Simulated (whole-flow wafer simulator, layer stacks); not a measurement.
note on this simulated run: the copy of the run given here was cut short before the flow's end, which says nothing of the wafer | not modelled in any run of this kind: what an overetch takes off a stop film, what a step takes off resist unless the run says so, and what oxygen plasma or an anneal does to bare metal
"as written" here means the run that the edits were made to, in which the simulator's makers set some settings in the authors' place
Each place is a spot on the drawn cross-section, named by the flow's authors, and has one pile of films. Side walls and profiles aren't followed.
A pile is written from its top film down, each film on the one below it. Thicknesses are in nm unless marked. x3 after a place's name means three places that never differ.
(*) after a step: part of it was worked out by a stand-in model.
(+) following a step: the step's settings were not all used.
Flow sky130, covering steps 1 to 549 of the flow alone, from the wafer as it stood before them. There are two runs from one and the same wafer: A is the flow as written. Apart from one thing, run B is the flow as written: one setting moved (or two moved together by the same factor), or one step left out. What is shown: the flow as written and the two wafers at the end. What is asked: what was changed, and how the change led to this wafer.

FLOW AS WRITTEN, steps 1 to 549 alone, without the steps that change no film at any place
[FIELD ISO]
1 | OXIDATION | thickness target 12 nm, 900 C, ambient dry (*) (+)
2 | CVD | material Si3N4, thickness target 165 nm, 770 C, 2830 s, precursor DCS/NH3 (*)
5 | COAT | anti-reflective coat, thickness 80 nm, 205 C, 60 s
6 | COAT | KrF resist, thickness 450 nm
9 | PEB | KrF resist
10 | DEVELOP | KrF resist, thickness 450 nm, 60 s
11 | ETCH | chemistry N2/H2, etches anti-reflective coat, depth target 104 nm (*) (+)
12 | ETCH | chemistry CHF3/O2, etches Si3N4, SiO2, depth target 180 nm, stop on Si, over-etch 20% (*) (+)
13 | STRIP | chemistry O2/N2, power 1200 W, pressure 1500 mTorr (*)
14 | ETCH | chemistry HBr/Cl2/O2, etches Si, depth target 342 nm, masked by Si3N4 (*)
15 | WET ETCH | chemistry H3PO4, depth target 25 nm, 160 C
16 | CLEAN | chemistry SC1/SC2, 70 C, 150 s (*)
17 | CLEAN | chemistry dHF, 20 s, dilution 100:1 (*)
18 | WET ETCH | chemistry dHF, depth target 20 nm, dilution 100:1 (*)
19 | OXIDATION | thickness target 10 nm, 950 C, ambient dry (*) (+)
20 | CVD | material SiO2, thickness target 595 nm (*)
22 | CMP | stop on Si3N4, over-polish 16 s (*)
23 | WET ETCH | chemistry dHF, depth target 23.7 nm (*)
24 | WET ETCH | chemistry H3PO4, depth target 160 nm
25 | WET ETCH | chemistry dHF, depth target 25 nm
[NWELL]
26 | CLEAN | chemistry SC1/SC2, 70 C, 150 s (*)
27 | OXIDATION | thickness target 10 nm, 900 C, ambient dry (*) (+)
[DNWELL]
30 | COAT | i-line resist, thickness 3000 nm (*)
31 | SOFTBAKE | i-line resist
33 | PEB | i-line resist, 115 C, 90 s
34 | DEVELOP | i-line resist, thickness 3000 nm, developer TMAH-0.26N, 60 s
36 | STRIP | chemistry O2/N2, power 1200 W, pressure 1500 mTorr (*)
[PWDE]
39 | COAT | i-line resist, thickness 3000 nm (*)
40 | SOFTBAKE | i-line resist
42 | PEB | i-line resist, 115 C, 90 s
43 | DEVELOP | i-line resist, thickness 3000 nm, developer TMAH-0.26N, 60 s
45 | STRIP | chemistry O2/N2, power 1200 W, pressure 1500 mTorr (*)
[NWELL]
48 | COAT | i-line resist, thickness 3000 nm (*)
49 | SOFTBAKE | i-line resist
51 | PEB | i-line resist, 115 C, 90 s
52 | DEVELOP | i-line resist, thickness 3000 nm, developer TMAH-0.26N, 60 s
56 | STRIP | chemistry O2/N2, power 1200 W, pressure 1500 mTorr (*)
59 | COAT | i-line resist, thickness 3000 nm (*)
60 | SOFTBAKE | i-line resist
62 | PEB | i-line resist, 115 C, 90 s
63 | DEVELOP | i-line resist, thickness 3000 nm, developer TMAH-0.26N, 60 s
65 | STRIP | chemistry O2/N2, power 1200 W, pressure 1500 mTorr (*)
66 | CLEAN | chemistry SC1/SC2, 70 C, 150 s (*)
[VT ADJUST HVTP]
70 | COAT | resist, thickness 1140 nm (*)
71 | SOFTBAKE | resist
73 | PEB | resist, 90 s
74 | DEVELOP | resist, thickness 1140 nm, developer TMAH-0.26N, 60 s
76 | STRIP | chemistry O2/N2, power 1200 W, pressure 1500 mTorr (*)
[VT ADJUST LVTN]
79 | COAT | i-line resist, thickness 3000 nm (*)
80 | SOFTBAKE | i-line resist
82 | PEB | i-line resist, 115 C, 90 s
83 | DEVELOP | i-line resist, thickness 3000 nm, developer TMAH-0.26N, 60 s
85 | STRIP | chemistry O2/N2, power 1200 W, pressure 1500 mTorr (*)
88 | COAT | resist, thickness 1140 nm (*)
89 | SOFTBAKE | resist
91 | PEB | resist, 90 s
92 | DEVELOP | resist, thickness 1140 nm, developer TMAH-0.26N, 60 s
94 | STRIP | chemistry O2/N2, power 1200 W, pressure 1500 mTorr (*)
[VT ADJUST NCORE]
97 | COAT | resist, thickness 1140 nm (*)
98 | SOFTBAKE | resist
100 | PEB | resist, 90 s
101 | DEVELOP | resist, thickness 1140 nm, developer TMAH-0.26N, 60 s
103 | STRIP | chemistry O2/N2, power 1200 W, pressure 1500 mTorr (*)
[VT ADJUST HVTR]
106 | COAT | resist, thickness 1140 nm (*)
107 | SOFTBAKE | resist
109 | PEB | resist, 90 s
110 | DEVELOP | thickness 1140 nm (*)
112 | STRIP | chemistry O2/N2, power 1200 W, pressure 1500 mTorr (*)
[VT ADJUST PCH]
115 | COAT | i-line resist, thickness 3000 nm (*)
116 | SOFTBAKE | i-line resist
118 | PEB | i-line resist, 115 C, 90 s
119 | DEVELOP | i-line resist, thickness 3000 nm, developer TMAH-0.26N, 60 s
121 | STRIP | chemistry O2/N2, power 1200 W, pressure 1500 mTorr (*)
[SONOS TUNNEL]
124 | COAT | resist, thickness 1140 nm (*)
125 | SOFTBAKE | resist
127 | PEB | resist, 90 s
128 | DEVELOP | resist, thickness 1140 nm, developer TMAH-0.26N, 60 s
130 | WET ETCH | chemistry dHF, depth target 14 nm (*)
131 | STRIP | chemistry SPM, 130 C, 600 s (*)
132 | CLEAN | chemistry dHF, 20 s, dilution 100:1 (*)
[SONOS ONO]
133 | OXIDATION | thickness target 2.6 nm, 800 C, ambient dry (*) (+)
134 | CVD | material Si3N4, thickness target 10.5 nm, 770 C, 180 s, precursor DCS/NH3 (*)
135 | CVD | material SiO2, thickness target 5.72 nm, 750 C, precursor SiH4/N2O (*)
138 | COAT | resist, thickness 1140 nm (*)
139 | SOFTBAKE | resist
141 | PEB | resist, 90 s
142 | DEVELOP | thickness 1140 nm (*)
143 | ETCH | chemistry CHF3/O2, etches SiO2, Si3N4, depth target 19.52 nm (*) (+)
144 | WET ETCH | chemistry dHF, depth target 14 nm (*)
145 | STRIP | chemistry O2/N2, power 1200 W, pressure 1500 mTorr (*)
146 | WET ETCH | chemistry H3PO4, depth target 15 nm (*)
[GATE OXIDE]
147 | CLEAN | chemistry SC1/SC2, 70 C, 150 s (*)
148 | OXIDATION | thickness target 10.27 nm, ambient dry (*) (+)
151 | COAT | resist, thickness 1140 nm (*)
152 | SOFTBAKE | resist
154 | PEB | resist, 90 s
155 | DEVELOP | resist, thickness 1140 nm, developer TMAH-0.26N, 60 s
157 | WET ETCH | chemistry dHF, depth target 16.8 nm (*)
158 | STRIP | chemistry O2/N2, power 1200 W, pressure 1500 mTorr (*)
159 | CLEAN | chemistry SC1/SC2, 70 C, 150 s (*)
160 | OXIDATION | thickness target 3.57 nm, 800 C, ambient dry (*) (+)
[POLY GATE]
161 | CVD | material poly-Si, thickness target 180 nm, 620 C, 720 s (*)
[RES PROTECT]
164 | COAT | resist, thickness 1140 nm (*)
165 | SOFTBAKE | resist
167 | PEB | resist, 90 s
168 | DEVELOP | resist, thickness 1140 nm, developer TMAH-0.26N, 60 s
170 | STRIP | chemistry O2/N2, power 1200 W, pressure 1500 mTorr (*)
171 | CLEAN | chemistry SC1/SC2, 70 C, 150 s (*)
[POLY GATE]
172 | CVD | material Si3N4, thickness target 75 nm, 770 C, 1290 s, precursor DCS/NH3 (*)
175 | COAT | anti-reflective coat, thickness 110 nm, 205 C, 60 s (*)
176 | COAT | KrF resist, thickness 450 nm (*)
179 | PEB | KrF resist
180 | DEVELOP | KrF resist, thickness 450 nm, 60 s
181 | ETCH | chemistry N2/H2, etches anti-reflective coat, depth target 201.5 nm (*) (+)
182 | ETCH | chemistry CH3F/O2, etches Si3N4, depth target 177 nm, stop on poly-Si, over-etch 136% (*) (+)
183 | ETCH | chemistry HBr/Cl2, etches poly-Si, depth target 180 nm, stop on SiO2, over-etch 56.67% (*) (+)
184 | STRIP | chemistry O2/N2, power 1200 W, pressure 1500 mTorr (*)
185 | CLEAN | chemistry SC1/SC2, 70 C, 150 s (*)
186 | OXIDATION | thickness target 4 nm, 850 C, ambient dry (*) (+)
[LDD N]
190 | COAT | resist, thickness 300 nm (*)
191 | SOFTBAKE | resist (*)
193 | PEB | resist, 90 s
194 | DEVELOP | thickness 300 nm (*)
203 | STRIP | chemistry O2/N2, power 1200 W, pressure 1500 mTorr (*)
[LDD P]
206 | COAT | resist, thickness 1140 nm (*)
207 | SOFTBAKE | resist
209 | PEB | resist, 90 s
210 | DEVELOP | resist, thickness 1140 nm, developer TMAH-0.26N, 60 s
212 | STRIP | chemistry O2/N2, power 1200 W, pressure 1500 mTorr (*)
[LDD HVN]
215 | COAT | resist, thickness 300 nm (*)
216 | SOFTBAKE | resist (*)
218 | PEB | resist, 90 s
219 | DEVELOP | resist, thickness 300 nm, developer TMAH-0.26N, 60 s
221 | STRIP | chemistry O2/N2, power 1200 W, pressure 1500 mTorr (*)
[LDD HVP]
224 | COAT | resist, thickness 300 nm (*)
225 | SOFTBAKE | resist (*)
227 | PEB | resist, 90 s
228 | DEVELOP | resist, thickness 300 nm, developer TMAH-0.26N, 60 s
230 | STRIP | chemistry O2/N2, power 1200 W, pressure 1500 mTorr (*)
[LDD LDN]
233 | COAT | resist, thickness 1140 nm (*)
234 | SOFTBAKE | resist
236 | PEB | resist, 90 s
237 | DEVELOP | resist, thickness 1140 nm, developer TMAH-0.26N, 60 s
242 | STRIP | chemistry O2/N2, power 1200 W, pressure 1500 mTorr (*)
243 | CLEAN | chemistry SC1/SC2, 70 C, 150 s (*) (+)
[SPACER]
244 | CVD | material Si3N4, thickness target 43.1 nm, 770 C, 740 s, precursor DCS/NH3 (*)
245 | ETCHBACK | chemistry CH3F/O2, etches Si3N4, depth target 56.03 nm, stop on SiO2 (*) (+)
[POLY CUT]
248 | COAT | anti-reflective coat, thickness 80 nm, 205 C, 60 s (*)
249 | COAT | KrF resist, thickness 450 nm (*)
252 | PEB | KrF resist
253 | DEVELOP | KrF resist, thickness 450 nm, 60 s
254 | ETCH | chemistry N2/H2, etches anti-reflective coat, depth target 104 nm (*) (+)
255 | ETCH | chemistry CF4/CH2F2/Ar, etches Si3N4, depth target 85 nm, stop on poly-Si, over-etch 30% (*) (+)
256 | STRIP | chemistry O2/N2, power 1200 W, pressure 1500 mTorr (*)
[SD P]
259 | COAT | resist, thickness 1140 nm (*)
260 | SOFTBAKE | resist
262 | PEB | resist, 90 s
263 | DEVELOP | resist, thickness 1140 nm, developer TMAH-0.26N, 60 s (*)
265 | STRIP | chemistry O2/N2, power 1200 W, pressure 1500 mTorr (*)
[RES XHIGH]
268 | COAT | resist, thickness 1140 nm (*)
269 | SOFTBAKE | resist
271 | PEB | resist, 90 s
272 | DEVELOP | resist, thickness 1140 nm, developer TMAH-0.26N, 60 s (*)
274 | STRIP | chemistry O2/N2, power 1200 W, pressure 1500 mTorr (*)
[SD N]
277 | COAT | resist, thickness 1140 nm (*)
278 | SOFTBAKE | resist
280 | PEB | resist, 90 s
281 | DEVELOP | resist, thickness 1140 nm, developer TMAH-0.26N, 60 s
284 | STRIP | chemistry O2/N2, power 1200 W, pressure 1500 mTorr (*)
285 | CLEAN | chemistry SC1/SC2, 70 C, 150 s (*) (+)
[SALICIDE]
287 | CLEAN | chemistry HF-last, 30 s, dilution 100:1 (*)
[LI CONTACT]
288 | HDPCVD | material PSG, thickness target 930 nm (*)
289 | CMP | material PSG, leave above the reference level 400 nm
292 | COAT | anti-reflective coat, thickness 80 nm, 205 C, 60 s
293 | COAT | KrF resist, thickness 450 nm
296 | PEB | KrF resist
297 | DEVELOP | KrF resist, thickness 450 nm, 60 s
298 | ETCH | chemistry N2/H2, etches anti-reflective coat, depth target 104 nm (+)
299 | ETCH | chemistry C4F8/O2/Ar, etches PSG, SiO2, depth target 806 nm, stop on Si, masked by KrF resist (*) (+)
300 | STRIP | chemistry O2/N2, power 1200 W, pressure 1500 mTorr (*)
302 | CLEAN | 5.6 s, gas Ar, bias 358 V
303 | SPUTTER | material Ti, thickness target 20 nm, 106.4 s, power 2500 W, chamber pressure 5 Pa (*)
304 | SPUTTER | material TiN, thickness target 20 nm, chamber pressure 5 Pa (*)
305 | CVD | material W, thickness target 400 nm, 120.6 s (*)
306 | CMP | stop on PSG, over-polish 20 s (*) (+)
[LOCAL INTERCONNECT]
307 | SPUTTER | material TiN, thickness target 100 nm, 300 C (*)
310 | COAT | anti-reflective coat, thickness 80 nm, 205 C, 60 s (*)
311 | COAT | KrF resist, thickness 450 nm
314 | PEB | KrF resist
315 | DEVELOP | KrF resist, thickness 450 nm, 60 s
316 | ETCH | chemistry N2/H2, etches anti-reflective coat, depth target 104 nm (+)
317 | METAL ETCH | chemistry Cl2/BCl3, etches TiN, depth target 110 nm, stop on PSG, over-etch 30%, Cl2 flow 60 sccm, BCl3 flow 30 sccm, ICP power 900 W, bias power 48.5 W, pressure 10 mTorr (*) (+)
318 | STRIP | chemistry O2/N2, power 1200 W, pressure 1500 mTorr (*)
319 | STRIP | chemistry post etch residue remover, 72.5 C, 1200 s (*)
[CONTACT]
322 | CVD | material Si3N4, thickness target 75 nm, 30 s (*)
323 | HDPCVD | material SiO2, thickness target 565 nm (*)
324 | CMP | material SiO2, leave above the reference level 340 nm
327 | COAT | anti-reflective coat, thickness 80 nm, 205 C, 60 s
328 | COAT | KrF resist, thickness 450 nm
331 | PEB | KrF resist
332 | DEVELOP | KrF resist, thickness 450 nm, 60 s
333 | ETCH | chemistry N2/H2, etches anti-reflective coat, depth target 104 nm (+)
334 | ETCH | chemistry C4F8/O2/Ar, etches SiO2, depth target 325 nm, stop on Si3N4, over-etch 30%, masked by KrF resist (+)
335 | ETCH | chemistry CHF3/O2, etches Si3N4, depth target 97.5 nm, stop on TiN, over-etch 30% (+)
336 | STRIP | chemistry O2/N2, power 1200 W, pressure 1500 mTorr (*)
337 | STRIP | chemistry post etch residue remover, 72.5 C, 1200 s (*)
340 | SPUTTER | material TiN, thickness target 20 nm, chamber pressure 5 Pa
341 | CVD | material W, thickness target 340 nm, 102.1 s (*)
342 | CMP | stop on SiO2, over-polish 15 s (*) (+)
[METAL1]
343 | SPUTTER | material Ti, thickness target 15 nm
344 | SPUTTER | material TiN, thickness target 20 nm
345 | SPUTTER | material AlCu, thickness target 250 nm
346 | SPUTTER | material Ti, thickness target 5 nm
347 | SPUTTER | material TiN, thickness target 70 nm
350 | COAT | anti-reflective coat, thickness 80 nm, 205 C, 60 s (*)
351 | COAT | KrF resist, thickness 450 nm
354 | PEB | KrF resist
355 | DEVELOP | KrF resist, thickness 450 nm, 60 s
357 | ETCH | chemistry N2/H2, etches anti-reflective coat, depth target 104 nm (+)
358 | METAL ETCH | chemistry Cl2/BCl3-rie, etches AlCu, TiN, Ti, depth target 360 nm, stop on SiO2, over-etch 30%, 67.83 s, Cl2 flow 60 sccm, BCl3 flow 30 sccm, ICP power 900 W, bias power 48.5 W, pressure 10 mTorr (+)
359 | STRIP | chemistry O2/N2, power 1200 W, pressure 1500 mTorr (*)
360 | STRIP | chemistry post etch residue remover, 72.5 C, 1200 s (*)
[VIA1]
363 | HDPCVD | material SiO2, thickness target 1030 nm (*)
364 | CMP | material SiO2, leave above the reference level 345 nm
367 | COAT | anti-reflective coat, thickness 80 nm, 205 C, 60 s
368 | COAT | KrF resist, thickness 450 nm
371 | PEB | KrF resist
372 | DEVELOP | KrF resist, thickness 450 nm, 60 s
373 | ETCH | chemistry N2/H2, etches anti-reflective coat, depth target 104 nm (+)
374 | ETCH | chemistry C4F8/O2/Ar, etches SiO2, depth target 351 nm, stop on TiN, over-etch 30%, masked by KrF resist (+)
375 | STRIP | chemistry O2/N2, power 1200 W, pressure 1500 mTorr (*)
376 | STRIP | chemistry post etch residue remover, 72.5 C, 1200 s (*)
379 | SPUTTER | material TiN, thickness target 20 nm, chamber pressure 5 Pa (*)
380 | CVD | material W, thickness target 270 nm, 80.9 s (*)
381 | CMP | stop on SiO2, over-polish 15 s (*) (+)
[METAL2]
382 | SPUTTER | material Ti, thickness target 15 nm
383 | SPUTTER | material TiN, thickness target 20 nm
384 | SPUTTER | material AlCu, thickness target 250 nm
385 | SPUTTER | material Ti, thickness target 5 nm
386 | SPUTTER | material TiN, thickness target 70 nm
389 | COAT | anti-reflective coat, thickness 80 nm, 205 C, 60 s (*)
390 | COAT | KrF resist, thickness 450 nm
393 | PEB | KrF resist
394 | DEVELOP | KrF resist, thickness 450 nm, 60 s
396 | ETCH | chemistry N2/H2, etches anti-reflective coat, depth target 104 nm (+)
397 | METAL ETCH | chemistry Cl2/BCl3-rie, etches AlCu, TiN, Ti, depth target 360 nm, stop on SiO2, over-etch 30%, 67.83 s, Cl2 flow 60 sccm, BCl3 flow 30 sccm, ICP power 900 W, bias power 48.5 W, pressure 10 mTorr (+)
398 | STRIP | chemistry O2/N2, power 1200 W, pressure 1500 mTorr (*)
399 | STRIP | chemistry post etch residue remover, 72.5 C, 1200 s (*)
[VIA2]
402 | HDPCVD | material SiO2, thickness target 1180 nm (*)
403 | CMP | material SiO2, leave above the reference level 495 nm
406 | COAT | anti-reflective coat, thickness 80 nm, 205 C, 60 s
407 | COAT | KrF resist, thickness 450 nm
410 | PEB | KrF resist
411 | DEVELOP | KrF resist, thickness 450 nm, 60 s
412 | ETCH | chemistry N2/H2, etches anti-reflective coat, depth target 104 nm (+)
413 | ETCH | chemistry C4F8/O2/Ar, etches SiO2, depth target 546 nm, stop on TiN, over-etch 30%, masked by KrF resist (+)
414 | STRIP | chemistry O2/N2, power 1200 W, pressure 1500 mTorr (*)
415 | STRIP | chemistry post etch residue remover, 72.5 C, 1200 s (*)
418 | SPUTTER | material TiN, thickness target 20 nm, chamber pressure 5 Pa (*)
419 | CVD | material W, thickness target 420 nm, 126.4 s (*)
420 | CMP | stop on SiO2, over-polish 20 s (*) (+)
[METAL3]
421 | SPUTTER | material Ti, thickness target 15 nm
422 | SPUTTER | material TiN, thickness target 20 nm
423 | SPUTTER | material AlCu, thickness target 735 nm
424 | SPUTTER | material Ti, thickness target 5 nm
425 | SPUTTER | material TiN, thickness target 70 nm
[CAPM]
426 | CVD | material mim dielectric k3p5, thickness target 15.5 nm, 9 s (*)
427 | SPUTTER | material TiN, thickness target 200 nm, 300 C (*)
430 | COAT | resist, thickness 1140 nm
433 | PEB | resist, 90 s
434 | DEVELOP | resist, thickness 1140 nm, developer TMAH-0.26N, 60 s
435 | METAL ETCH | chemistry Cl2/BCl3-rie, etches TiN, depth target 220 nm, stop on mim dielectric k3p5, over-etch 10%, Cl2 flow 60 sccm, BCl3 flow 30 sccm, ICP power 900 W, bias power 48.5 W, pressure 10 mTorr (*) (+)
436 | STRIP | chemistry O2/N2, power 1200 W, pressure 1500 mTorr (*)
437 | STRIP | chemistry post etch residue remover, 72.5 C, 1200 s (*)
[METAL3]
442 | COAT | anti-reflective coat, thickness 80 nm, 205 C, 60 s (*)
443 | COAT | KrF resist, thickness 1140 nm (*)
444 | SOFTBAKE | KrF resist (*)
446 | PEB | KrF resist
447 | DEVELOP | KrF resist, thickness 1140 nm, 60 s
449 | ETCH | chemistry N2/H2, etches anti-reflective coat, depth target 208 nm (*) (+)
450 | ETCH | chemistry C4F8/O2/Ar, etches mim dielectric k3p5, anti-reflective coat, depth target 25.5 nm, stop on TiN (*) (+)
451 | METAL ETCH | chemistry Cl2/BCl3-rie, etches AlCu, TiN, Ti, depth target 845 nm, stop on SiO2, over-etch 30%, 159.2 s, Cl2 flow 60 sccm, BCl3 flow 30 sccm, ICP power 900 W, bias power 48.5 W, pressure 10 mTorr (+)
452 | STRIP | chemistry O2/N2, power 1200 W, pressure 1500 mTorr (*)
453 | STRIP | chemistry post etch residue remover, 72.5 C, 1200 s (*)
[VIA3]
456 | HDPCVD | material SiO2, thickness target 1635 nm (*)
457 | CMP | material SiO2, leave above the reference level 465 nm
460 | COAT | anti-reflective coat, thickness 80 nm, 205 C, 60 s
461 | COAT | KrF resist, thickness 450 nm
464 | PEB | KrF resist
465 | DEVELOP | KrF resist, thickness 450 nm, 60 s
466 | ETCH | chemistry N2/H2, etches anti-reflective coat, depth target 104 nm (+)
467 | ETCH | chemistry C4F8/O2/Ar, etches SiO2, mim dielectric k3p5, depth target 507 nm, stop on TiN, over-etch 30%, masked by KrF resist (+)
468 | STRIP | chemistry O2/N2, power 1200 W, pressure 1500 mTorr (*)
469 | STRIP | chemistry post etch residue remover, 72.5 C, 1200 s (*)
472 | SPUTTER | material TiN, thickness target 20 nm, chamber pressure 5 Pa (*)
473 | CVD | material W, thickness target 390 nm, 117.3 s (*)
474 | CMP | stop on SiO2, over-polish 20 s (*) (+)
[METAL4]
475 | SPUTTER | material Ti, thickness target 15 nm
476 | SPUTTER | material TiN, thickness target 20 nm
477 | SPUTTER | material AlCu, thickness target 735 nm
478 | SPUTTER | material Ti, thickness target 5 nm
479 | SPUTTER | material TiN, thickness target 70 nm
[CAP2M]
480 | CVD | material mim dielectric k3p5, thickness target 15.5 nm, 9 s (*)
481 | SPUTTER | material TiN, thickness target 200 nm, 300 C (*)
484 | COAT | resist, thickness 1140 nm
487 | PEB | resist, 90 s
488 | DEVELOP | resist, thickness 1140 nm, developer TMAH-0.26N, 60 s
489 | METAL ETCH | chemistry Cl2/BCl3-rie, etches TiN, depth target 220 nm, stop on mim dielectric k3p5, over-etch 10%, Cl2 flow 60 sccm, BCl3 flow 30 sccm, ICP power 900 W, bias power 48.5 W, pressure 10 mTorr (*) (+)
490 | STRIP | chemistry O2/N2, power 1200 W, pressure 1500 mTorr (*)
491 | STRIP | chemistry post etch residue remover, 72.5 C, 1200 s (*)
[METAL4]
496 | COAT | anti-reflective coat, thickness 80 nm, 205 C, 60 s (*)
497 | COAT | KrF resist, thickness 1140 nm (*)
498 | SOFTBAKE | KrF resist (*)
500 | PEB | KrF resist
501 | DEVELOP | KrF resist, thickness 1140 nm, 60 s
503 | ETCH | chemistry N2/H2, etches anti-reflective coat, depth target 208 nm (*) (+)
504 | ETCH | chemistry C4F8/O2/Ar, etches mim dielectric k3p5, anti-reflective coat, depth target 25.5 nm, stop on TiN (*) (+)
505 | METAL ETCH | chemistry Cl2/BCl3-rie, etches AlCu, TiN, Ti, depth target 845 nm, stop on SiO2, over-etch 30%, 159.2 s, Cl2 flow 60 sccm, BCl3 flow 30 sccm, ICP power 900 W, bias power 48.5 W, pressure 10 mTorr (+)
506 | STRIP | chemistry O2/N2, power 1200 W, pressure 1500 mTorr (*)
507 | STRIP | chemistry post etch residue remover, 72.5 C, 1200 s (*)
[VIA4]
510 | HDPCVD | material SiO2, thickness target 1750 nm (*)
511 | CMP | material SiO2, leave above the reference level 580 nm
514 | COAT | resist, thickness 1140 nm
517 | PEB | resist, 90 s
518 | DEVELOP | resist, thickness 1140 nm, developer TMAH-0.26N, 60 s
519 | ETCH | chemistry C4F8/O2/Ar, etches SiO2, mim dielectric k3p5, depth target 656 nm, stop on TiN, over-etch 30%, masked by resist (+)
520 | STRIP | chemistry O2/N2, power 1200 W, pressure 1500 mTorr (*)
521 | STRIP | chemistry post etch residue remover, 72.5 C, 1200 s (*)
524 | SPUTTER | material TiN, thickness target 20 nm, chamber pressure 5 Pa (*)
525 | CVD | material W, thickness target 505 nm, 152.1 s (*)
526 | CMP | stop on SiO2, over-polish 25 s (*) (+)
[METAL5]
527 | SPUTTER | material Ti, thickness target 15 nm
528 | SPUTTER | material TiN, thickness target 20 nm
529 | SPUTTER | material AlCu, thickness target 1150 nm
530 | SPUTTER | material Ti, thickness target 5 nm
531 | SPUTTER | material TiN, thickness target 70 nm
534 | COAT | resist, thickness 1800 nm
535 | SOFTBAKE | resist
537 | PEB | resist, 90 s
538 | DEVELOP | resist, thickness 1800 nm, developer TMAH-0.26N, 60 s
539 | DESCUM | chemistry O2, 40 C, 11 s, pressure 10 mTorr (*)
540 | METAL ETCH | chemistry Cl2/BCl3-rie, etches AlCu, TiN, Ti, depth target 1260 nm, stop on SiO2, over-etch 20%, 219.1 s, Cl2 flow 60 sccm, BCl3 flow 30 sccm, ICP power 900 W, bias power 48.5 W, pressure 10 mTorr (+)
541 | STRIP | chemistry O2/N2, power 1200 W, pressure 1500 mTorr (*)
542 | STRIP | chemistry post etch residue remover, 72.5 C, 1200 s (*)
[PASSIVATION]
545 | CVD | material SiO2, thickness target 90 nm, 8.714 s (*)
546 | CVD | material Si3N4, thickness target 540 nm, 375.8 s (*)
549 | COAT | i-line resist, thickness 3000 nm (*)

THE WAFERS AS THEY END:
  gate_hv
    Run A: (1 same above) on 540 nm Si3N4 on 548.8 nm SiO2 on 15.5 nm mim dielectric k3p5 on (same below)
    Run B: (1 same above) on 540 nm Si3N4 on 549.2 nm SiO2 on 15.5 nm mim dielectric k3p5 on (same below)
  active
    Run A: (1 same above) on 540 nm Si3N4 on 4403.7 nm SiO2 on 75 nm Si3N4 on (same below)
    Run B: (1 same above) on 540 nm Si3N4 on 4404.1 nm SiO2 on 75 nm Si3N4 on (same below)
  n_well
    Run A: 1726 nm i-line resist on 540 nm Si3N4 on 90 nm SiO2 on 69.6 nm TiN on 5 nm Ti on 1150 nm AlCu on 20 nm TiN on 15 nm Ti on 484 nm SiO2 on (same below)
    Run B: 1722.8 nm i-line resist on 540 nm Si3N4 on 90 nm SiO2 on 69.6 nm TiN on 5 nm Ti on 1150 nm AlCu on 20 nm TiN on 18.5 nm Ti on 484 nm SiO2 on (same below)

Cause: step 527, SPUTTER: thickness target 18.5 nm was run, whereas the flow has thickness target 15 nm.
The wafer lets one read it off: n_well has Ti 18.5, and step 527 as written asks for 15 nm.

The path from the change to this, step by step:
  527 | SPUTTER | material Ti, thickness target 15 nm
      field, active, n_well and 190 more: A +15 Ti (new film) | B +18.5 Ti (new film)
  540 | METAL ETCH | chemistry Cl2/BCl3-rie, etches AlCu, TiN, Ti, depth target 1260 nm, stop on SiO2, over-etch 20%, 219.1 s, Cl2 flow 60 sccm, BCl3 flow 30 sccm, ICP power 900 W, bias power 48.5 W, pressure 10 mTorr (+)
      gate_hv, nwell_res, pplus_nw and 95 more: A -70 TiN (all of it), -5 Ti (all of it), -1150 AlCu (all of it), -20 TiN (all of it), -15 Ti (all of it), -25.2 SiO2 | B -70 TiN (all of it), -5 Ti (all of it), -1150 AlCu (all of it), -20 TiN (all of it), -18.5 Ti (all of it), -24.9 SiO2
      field, active, gate and 77 more: A -70 TiN (all of it), -5 Ti (all of it), -1150 AlCu (all of it), -20 TiN (all of it), -15 Ti (all of it), -25.2 SiO2 | B -70 TiN (all of it), -5 Ti (all of it), -1150 AlCu (all of it), -20 TiN (all of it), -18.5 Ti (all of it), -24.8 SiO2
